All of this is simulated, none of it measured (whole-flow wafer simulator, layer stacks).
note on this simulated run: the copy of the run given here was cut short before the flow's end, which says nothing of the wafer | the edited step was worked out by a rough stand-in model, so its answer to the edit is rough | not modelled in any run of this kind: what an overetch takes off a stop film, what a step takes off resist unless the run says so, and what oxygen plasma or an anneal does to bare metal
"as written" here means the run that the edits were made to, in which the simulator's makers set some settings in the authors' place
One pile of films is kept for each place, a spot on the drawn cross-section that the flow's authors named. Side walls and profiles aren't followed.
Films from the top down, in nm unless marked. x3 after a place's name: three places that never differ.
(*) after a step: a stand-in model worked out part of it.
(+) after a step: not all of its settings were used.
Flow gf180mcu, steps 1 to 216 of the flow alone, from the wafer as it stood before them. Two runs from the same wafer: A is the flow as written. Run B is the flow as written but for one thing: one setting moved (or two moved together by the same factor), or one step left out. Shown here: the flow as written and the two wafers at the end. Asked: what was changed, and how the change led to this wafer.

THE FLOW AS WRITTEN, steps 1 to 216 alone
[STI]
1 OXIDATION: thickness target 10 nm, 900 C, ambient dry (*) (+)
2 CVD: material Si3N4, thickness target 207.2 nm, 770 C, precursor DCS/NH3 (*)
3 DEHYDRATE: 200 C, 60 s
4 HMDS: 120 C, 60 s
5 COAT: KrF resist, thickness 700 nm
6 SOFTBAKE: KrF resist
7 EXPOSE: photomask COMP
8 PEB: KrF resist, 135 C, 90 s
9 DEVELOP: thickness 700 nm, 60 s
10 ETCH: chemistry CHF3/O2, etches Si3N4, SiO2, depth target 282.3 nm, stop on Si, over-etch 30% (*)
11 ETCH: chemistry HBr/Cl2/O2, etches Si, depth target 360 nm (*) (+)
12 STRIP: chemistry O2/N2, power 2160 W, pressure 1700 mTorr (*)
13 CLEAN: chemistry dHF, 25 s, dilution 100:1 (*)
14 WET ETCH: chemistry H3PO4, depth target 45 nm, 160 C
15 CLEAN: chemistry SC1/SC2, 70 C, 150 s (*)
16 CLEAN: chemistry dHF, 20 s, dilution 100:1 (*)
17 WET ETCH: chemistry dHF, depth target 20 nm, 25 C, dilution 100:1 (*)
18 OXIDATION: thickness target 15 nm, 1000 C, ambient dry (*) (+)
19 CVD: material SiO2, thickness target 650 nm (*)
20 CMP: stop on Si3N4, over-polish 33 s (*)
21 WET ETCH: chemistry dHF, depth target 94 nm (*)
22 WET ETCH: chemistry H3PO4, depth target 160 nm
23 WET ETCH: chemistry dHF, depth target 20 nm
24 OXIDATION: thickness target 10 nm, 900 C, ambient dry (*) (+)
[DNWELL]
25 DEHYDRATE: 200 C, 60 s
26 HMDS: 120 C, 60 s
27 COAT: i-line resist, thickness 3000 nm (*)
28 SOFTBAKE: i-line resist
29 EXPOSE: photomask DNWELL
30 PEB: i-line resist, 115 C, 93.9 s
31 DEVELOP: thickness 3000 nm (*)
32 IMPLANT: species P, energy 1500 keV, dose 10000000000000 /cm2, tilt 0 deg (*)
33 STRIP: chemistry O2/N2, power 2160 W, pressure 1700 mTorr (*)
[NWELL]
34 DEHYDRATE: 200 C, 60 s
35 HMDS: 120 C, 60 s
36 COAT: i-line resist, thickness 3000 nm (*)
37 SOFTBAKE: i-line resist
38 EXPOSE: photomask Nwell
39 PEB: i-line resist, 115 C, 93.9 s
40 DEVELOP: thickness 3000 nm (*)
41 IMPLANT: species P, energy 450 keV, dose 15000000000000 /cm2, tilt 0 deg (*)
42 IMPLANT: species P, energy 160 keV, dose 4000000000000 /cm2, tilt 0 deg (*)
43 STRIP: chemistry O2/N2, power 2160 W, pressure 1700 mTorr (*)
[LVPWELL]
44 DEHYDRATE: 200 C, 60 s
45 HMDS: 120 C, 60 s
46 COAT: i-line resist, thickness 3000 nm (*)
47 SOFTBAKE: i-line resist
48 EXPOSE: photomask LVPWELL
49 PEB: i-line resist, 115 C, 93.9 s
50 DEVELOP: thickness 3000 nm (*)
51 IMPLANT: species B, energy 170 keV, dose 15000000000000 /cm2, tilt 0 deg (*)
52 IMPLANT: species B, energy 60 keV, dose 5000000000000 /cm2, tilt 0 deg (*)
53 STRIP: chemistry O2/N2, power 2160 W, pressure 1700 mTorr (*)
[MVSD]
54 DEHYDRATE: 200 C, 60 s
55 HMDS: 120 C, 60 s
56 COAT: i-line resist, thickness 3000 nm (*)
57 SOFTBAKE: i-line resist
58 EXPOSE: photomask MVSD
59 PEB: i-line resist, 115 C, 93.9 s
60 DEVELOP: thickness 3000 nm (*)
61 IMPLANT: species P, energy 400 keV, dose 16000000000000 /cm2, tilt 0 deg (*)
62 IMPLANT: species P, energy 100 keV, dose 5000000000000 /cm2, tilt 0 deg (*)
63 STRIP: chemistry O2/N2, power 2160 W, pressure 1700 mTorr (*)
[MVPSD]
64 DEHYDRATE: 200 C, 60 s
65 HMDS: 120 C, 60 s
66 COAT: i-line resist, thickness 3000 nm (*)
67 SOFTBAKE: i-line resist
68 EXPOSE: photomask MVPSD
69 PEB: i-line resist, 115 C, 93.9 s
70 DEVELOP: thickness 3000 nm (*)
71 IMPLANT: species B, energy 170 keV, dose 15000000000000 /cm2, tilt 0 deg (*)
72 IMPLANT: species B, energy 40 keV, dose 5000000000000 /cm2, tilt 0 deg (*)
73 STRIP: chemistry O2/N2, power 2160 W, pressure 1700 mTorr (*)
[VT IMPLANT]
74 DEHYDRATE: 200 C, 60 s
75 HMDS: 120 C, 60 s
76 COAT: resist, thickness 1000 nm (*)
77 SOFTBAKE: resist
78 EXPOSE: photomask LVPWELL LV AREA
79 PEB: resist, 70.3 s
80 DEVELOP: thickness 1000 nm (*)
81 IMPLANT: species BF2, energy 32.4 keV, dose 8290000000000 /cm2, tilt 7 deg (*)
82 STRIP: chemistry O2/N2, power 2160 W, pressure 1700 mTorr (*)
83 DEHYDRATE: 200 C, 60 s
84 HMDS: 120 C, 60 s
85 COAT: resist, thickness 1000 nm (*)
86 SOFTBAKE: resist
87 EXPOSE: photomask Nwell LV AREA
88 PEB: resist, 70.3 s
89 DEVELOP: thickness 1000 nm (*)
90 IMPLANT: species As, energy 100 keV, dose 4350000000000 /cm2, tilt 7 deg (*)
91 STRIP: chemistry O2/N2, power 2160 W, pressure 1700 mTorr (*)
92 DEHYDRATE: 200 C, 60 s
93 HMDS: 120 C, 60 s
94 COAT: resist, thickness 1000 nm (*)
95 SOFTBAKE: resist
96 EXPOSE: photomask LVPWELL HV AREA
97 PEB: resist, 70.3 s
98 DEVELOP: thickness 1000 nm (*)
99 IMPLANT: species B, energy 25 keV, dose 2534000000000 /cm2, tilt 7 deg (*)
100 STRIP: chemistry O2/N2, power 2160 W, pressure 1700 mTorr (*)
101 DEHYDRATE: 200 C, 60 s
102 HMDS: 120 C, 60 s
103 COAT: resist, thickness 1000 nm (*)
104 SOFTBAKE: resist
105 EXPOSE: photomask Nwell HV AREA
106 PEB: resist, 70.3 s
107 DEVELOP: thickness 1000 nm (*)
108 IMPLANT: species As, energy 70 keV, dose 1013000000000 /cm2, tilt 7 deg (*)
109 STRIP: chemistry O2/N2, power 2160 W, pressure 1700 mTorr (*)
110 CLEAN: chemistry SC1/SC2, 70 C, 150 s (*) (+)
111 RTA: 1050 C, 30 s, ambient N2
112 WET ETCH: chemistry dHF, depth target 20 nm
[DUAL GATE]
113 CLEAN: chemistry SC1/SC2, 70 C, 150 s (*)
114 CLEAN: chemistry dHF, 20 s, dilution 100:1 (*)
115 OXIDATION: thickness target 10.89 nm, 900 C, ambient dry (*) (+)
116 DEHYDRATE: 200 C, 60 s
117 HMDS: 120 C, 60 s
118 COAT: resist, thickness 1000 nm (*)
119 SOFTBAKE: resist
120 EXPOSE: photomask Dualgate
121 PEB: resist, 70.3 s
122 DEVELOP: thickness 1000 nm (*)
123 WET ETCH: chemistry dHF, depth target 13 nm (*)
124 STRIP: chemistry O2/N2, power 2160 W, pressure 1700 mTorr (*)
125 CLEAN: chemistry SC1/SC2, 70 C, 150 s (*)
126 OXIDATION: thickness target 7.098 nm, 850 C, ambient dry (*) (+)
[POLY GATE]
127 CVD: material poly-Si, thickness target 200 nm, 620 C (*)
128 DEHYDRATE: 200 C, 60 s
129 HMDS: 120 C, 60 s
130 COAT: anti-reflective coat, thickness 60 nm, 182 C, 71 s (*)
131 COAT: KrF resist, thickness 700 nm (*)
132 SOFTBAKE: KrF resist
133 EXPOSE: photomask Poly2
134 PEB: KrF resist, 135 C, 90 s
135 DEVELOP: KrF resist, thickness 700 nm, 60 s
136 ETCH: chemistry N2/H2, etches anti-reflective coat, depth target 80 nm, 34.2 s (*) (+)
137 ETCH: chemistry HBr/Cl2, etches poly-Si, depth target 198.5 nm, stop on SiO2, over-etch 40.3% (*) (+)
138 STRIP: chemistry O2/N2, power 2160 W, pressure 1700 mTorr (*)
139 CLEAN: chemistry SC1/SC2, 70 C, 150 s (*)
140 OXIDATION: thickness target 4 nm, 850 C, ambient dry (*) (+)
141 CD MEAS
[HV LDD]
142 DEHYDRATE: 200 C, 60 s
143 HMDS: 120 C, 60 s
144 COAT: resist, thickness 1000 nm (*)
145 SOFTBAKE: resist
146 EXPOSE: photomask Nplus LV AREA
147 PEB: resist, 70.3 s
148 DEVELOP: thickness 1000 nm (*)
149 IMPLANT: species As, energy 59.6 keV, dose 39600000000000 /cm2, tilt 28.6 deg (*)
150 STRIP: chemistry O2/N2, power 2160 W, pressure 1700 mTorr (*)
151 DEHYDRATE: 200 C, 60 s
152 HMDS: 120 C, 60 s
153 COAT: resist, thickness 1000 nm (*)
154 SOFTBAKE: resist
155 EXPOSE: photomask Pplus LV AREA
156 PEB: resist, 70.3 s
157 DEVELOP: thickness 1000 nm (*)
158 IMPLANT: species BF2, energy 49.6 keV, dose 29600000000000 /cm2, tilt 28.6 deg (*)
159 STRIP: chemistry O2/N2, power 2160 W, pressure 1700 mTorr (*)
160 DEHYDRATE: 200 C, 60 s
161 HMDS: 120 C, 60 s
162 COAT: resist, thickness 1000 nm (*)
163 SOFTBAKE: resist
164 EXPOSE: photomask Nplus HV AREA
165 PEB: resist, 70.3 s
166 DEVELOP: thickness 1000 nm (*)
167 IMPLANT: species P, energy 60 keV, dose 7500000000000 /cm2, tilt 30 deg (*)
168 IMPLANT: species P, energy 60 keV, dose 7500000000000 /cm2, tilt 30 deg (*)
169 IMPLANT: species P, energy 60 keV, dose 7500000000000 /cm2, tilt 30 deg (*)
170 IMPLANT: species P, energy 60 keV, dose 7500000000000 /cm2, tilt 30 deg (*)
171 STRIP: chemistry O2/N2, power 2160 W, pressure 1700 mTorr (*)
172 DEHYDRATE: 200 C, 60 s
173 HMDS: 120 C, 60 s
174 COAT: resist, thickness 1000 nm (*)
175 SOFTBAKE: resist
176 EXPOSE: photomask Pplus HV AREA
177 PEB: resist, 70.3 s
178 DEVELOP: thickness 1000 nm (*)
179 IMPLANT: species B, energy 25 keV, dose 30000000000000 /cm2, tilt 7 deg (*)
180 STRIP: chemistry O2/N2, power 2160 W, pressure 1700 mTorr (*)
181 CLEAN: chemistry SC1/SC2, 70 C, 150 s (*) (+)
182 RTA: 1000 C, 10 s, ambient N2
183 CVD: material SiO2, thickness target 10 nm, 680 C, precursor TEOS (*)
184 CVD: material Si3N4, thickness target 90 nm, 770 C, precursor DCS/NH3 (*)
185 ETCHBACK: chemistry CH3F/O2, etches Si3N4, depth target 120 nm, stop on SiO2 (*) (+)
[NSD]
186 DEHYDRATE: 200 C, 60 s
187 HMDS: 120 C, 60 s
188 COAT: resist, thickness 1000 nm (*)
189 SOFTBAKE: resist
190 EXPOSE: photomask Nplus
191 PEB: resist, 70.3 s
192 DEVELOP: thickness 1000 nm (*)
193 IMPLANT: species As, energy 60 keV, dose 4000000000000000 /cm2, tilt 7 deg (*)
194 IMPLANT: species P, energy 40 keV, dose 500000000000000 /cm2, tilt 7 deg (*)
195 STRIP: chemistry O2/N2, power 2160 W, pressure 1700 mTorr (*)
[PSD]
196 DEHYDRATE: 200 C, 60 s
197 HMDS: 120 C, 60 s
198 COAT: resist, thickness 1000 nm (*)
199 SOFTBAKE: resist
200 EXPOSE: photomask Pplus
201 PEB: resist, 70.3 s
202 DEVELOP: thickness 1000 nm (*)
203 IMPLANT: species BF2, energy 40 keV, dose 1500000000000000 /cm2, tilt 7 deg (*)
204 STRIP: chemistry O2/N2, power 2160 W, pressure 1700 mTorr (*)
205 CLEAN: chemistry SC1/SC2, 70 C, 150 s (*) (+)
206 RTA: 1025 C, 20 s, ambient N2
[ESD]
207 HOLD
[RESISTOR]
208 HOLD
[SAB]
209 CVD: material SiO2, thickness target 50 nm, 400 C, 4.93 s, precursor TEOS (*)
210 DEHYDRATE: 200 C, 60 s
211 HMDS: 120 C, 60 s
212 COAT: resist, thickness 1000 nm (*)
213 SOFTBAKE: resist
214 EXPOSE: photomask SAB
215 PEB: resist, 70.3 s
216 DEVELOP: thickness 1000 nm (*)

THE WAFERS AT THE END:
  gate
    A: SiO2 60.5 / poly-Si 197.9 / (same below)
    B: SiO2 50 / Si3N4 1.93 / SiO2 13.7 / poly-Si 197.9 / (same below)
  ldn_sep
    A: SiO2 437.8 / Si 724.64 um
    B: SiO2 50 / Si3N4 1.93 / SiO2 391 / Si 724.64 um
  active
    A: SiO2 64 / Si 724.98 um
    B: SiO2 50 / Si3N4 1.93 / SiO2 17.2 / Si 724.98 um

The cause: step 184, CVD: thickness target 122 nm was run, where the flow has thickness target 90 nm.

How the change led to this, step by step:
  184 CVD: material Si3N4, thickness target 90 nm, 770 C, precursor DCS/NH3 (*)
      field, field__w1, field__w2 and 101 more: A Si3N4 +90 (new film) | B Si3N4 +122 (new film)
  185 ETCHBACK: chemistry CH3F/O2, etches Si3N4, depth target 120 nm, stop on SiO2 (*) (+)
      field, field__w1, field__w2 and 100 more: A Si3N4 -90 (all of it), SiO2 -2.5 | B Si3N4 -120
  188 COAT: resist, thickness 1000 nm (*)
      spacer: A resist +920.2 (new film) | B resist +893 (new film)
  189 SOFTBAKE: resist
      field__w9: A resist +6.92 | B resist -3.08
      field__w6: A resist +7.53 | B resist +8.05
      (and at 10 more places)
  192 DEVELOP: thickness 1000 nm (*)
      spacer: A resist -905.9 (all of it) | B resist -879.2 (all of it)
  198 COAT: resist, thickness 1000 nm (*)
      spacer: A resist +920.2 (new film) | B resist +893 (new film)
  199 SOFTBAKE: resist
      field__w9: A resist +6.92 | B resist -3.08
      field__w6: A resist +7.53 | B resist +8.05
      (and at 10 more places)
  204 STRIP: chemistry O2/N2, power 2160 W, pressure 1700 mTorr (*)
      spacer: A resist -905.9 (all of it) | B resist -879.2 (all of it)
  205 CLEAN: chemistry SC1/SC2, 70 C, 150 s (*) (+)
      field, field__w1, field__w2 and 105 more: A SiO2 -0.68 | B Si3N4 -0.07
  209 CVD: material SiO2, thickness target 50 nm, 400 C, 4.93 s, precursor TEOS (*)
      field, field__w7, field__w8 and 73 more: A SiO2 +50 | B SiO2 +50 (new film)
      field_sub__w1, field_sub__w3, field_sub__w4, field_sub__w5, ld_drift_n: A SiO2 +48.9 | B SiO2 +48.8 (new film)
      (and at 27 more places)
  212 COAT: resist, thickness 1000 nm (*)
      spacer: A resist +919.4 (new film) | B resist +892.5 (new film)
  213 SOFTBAKE: resist
      npoly_sal: A resist -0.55 | B resist +0.21
      field__w5: A resist +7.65 | B resist +8.4
      (and at 8 more places)
  216 DEVELOP: thickness 1000 nm (*)
      spacer: A resist -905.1 (all of it) | B resist -878.7 (all of it)
